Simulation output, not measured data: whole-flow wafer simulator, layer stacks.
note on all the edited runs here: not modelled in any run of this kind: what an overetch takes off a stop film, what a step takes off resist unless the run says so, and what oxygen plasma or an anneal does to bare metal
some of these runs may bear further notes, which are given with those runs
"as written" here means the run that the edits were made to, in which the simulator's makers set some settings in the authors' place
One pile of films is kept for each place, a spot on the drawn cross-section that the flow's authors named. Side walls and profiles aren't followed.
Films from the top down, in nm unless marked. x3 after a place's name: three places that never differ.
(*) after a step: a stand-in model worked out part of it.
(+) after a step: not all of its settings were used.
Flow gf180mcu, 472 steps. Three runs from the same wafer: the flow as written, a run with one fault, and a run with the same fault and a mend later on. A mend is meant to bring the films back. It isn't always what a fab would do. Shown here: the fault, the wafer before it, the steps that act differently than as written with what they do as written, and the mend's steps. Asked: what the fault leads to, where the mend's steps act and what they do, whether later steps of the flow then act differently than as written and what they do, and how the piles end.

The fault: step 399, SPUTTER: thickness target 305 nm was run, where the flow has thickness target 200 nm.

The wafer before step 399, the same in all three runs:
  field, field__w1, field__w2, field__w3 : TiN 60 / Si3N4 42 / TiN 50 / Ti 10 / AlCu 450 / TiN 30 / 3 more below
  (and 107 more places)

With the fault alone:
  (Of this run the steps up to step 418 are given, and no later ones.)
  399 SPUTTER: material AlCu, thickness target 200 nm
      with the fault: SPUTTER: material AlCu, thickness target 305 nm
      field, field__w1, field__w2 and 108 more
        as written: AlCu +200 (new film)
        with the fault: AlCu +305 (new film)
  Later steps of the flow that act differently than as written (2 more steps differ only slightly, by at most 2% or 0.5 nm, whichever is larger, and aren't shown):
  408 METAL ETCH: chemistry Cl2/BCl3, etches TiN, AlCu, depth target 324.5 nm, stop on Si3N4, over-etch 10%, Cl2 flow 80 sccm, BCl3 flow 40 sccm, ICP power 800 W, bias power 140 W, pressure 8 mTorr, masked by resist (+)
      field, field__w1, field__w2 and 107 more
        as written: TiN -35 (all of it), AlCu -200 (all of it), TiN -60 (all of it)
        with the fault: TiN -35 (all of it), AlCu -289.5
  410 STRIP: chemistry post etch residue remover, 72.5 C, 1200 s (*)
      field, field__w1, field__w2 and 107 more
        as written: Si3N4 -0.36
        with the fault: AlCu -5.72
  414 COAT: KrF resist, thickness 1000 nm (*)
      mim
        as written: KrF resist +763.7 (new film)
        with the fault: KrF resist +737.4 (new film)
  After step 418 the piles differ from the flow's by more than 2% or 0.5 nm, whichever is larger, at field, field__w1, field__w2 and 109 more.
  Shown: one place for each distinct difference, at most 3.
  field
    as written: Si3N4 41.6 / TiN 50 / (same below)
    with the fault: AlCu 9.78 / TiN 60 / Si3N4 42 / TiN 50 / (same below)
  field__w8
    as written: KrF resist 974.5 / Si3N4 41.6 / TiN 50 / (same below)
    with the fault: KrF resist 974.5 / AlCu 9.78 / TiN 60 / Si3N4 42 / TiN 50 / (same below)
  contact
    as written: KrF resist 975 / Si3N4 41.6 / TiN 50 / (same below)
    with the fault: KrF resist 975 / AlCu 9.78 / TiN 60 / Si3N4 42 / TiN 50 / (same below)

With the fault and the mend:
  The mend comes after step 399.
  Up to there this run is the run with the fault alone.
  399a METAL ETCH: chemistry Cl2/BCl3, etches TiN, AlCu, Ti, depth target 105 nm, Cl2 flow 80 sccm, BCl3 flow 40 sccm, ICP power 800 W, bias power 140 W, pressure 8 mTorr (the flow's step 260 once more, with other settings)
      field, field__w1, field__w2 and 108 more
        AlCu -105
  No later step of the flow acts differently than as written at any place that is followed.
  At the end the piles are the same as the flow's at every place that both follow.
